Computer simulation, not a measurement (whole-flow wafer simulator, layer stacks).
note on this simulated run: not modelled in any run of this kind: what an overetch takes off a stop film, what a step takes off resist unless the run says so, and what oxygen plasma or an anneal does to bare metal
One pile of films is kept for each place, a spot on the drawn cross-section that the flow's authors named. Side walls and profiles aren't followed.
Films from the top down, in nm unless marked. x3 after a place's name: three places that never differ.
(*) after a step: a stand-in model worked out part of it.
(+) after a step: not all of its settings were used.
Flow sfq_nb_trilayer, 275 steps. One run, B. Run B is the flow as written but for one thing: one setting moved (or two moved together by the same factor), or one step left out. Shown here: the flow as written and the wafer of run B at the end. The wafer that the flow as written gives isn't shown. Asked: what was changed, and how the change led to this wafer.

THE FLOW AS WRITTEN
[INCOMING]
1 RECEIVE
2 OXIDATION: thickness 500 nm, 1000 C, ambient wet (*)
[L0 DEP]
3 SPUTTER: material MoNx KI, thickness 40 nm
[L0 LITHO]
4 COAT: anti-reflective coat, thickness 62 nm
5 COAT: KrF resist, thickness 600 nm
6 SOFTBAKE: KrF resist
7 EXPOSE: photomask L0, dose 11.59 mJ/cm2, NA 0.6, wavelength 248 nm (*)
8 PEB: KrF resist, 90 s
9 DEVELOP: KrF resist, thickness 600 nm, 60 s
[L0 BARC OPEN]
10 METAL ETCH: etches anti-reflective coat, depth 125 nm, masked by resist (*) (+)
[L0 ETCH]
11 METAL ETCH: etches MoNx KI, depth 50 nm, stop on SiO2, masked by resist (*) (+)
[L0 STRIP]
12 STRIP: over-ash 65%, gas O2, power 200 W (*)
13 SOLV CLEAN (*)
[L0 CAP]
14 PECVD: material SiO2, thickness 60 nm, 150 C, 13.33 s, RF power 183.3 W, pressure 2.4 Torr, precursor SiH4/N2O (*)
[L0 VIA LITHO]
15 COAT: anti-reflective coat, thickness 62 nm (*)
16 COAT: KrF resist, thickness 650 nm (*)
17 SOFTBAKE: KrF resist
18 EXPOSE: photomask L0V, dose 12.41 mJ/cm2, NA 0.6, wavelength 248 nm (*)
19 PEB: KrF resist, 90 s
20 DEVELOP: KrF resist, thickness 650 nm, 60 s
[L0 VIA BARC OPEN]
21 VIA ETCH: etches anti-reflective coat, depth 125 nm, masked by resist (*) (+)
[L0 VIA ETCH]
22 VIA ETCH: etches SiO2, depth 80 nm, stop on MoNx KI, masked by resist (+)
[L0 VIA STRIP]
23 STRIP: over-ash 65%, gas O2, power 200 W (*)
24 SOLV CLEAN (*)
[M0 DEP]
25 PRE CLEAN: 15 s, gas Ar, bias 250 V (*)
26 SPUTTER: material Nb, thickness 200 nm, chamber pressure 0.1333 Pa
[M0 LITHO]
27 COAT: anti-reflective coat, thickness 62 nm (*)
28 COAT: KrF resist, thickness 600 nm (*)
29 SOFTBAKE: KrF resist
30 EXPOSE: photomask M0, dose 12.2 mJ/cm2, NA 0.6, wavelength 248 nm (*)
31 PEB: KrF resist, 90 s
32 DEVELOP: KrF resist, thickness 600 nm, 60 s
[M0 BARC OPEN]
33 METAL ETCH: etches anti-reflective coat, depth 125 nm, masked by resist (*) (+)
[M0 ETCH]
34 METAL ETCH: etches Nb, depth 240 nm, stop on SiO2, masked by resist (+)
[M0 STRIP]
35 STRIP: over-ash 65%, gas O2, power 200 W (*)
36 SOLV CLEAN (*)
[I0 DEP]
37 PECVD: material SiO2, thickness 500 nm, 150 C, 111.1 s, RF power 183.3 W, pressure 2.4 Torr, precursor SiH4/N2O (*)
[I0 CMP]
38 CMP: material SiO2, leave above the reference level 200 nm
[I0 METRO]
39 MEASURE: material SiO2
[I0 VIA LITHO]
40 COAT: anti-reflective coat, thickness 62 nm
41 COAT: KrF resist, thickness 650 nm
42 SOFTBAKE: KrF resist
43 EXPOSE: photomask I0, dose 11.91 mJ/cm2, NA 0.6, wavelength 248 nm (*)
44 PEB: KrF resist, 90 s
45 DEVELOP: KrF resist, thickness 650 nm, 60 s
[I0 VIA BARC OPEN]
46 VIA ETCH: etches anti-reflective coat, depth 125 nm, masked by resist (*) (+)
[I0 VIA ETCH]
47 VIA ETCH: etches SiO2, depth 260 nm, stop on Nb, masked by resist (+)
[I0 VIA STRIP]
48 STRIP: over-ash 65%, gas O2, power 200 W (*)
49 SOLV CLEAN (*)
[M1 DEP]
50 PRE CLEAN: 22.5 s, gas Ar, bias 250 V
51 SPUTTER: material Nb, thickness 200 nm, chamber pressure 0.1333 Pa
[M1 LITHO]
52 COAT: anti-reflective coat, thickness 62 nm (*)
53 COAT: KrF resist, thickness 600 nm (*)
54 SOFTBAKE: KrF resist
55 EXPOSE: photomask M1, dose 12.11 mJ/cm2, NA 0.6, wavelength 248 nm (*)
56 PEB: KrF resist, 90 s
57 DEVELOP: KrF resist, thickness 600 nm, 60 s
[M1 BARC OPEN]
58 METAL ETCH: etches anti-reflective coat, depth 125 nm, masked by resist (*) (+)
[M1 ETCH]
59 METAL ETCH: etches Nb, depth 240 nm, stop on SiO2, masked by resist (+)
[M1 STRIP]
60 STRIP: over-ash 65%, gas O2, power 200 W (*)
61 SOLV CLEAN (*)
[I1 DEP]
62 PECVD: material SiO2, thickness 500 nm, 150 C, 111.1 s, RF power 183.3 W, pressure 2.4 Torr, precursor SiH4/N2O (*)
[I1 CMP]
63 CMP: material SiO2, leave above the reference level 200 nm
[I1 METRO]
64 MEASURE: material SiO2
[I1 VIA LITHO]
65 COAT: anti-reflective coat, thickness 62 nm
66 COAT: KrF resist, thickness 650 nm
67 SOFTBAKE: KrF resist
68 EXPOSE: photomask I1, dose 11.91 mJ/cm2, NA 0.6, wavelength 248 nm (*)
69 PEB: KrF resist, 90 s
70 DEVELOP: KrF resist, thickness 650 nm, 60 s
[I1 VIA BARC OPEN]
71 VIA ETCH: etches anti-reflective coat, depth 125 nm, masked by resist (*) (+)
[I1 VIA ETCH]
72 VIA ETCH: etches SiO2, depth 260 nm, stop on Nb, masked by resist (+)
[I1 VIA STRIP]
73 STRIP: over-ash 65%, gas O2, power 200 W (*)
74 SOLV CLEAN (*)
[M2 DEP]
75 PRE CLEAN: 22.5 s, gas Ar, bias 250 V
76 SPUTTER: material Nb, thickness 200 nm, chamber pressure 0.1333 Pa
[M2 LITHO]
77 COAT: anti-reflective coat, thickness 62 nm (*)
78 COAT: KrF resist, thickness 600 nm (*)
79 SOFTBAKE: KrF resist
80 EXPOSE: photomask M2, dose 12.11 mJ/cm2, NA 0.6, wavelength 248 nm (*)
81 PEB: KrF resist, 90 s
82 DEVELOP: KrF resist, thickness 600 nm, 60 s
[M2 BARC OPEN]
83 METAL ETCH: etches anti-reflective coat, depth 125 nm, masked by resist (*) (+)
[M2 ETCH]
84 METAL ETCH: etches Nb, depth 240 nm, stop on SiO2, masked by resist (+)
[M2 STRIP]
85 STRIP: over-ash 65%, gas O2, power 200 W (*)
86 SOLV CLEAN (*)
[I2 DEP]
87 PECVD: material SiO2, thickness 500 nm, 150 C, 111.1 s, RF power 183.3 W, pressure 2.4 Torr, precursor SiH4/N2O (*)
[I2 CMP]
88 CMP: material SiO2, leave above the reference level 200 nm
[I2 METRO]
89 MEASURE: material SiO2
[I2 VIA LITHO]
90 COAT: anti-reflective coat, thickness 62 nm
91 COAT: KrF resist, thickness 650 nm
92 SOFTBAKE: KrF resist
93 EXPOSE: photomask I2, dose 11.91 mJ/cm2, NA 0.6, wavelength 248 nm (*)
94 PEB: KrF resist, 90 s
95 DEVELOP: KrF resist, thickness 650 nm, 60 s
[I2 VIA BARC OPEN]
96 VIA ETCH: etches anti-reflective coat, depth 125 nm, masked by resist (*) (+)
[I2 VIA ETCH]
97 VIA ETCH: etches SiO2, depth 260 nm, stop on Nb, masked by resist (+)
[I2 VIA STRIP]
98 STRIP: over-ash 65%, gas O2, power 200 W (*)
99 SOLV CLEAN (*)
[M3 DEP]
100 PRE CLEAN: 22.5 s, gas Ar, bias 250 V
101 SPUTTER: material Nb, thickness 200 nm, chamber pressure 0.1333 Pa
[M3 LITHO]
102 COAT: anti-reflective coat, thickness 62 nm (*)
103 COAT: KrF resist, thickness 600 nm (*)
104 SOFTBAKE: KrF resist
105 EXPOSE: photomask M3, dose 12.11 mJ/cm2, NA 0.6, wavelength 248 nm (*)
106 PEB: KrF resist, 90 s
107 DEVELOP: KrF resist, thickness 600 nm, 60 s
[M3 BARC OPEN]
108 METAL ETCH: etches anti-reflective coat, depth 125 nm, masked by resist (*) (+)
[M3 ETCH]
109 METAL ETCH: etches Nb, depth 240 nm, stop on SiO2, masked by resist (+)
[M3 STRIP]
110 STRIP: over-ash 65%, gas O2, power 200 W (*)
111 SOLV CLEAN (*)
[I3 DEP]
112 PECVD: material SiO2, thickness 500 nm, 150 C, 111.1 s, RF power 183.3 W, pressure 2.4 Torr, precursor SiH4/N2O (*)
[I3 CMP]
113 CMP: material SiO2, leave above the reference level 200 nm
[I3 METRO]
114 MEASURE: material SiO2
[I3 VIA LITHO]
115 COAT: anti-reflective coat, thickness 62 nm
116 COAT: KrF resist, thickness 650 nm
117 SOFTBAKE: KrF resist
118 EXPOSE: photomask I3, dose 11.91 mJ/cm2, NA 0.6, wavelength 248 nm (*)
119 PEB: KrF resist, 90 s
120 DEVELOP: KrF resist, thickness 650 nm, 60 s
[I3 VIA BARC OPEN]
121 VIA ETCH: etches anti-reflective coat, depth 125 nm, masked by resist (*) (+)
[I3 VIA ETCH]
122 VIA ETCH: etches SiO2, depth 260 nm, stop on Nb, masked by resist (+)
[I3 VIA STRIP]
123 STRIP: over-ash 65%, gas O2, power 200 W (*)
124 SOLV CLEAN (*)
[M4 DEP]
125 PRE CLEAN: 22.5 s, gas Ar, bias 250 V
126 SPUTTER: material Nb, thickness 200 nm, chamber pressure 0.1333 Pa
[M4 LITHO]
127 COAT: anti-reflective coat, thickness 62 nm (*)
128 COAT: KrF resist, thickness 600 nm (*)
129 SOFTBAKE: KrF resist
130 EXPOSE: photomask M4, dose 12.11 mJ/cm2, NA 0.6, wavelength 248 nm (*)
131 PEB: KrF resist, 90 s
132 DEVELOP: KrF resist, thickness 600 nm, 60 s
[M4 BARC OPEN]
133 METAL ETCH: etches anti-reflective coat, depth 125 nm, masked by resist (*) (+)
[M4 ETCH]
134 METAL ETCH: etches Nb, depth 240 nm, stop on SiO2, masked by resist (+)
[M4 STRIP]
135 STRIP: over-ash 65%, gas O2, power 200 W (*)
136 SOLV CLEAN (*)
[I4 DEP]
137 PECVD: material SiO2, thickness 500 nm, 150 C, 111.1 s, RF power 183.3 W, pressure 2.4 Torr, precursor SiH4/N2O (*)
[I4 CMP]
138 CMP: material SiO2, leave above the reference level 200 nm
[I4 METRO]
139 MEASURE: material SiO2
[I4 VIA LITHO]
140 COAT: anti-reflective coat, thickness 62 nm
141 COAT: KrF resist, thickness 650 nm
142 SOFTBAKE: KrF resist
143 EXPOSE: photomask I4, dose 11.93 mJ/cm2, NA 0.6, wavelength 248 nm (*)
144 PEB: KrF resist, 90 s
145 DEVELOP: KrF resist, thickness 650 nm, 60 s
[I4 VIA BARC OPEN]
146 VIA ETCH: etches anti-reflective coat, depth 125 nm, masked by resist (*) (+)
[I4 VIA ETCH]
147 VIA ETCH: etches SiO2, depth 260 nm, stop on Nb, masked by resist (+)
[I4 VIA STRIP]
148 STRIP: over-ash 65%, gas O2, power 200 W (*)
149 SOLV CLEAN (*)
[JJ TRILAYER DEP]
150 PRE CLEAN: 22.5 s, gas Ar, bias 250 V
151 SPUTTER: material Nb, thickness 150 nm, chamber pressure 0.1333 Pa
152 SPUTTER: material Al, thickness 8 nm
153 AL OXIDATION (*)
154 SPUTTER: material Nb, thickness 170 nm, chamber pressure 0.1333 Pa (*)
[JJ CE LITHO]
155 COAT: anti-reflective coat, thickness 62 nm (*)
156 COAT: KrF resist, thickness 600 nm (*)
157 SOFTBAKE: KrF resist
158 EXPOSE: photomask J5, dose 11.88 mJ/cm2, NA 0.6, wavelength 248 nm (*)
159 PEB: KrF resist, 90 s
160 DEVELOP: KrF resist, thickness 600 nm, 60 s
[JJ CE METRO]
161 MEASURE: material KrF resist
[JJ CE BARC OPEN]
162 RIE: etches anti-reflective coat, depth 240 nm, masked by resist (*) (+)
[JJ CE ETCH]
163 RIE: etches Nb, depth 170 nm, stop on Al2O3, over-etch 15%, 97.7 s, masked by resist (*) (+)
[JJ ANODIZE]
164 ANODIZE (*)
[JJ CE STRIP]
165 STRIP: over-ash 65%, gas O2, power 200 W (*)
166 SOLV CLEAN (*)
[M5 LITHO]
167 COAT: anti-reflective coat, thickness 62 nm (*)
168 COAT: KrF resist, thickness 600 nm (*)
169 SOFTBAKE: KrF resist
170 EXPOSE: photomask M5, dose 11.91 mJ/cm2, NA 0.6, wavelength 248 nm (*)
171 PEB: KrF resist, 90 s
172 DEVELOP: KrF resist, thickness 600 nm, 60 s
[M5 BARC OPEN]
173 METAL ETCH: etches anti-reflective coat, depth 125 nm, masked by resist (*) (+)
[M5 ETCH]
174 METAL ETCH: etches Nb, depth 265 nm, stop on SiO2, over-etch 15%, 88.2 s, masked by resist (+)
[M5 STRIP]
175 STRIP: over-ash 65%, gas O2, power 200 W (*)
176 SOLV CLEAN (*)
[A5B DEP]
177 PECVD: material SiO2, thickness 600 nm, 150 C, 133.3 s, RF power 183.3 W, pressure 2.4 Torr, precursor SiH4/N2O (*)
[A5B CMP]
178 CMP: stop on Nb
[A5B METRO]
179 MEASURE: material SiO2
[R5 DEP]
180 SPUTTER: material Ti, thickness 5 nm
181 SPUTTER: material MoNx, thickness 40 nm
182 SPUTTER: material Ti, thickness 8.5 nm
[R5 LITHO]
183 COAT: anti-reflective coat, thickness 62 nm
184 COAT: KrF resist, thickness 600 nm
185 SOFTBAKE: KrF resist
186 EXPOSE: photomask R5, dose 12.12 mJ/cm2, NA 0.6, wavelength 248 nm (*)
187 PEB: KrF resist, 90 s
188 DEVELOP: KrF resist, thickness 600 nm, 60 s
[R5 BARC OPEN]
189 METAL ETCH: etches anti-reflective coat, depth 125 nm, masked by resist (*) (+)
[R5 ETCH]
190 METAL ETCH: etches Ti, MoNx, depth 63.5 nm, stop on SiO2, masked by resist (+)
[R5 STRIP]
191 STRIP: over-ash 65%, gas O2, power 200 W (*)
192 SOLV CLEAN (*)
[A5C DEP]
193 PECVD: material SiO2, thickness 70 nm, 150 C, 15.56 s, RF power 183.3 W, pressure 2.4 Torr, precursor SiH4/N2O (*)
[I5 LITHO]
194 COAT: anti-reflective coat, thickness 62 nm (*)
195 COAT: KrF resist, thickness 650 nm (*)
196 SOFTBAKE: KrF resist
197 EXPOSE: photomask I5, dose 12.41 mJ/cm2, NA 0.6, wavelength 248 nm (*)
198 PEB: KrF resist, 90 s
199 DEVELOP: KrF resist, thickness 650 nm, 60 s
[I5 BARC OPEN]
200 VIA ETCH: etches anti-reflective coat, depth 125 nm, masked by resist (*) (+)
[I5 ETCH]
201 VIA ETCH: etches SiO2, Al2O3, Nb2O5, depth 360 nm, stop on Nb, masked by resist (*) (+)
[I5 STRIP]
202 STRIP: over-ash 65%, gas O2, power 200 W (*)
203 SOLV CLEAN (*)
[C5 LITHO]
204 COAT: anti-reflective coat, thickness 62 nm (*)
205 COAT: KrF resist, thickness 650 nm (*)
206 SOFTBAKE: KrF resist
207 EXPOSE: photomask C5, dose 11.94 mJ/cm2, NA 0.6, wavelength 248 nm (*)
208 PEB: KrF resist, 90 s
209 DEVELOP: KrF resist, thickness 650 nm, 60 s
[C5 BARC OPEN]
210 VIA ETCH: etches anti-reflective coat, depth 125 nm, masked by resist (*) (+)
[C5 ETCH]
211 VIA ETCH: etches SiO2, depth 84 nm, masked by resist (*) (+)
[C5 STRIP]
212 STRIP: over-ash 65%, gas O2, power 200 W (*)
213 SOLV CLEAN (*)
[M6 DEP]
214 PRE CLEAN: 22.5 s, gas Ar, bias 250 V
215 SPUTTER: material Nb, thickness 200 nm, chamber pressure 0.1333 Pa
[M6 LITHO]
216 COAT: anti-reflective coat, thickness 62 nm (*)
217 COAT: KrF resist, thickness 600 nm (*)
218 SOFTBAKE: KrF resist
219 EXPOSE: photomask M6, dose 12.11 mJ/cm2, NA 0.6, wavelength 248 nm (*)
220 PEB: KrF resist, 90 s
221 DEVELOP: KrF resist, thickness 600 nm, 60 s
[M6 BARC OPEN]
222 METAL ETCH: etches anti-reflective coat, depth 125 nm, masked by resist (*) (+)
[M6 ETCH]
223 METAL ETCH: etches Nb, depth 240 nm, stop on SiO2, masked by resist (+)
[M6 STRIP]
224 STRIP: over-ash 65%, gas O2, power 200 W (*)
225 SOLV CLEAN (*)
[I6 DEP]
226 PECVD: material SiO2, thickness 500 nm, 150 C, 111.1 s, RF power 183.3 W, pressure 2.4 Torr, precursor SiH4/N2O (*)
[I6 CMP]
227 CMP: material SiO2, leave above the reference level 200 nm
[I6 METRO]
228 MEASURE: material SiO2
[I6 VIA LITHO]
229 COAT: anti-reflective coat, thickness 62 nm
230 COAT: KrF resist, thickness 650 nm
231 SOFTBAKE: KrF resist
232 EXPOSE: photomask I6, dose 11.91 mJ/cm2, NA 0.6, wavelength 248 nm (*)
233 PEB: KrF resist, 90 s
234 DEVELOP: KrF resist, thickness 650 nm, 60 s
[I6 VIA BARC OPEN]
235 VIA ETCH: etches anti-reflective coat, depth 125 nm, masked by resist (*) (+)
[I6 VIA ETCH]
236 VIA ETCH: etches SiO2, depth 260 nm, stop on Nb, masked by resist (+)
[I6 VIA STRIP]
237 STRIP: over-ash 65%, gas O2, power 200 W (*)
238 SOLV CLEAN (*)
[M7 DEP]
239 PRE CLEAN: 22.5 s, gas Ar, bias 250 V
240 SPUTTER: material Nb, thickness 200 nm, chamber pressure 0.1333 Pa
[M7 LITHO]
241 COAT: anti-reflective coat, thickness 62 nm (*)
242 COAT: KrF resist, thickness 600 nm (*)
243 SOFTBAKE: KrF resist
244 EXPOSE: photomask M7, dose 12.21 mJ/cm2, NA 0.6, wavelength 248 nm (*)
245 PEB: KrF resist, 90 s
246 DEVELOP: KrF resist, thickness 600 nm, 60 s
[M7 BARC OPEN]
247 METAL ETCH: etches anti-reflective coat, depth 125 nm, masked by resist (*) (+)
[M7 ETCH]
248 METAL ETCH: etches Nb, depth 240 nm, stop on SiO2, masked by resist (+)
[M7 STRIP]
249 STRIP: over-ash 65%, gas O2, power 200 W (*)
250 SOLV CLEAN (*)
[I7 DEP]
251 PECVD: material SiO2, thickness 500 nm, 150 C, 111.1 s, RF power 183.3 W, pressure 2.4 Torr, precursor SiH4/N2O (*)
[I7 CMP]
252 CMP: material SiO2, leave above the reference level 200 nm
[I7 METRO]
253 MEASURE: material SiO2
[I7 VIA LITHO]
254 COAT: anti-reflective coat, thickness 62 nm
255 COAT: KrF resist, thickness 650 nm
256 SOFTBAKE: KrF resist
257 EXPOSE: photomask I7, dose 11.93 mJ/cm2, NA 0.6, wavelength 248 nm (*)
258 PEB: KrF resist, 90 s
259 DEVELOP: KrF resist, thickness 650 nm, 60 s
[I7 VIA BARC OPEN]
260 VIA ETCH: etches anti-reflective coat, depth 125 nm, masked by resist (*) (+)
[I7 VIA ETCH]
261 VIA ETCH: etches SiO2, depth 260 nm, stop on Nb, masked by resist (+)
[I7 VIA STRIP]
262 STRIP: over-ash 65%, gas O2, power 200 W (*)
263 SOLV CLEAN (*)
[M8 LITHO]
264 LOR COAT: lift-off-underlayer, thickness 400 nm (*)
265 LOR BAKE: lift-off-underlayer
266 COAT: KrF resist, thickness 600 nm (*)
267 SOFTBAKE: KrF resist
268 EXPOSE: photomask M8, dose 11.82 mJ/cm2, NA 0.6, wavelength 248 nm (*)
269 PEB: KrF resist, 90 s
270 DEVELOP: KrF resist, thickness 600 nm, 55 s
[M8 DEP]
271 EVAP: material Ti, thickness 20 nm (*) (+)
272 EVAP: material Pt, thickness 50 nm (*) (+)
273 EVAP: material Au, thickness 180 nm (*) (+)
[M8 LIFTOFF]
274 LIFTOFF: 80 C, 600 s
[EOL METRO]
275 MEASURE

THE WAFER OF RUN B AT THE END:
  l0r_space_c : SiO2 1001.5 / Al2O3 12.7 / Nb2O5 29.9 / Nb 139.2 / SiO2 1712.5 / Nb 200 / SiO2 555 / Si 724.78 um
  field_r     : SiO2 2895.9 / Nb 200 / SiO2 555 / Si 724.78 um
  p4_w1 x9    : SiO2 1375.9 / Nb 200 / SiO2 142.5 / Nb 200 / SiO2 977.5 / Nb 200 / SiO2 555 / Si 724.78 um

The cause: step 113, CMP: leave above the reference level 150 nm was run, where the flow has leave above the reference level 200 nm.

How the change led to this, step by step:
  113 CMP: material SiO2, leave above the reference level 200 nm
      field_l, be, be_sur and 64 more: SiO2 -150 (as written it would be: SiO2 -100)
      v_sur, via_wl, via_wr and 27 more: SiO2 -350 (as written it would be: SiO2 -300)
      (and at 9 more places)
  122 VIA ETCH: etches SiO2, depth 260 nm, stop on Nb, masked by resist (+)
      field_l, v_sur, via_wl and 102 more: KrF resist -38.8 (as written it would be: KrF resist -44.8)
      via_v: SiO2 -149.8 (all of it) (as written it would be: SiO2 -199.8 (all of it))
  126 SPUTTER: material Nb, thickness 200 nm, chamber pressure 0.1333 Pa
      via_v: Nb +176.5 (as written it would be: Nb +165.5)
  127 COAT: anti-reflective coat, thickness 62 nm (*)
      via_v: anti-reflective coat +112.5 (new film) (as written it would be: anti-reflective coat +124.8 (new film))
  128 COAT: KrF resist, thickness 600 nm (*)
      via_v: KrF resist +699 (new film) (as written it would be: KrF resist +739.8 (new film))
  135 STRIP: over-ash 65%, gas O2, power 200 W (*)
      via_v: KrF resist -481.1 (all of it), anti-reflective coat -112.5 (all of it) (as written it would be: KrF resist -521.8 (all of it), anti-reflective coat -124.8 (all of it))
  137 PECVD: material SiO2, thickness 500 nm, 150 C, 111.1 s, RF power 183.3 W, pressure 2.4 Torr, precursor SiH4/N2O (*)
      via_v: SiO2 +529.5 (new film) (as written it would be: SiO2 +615 (new film))
  138 CMP: material SiO2, leave above the reference level 200 nm
      via_v: SiO2 -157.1 (as written it would be: SiO2 -181.6)
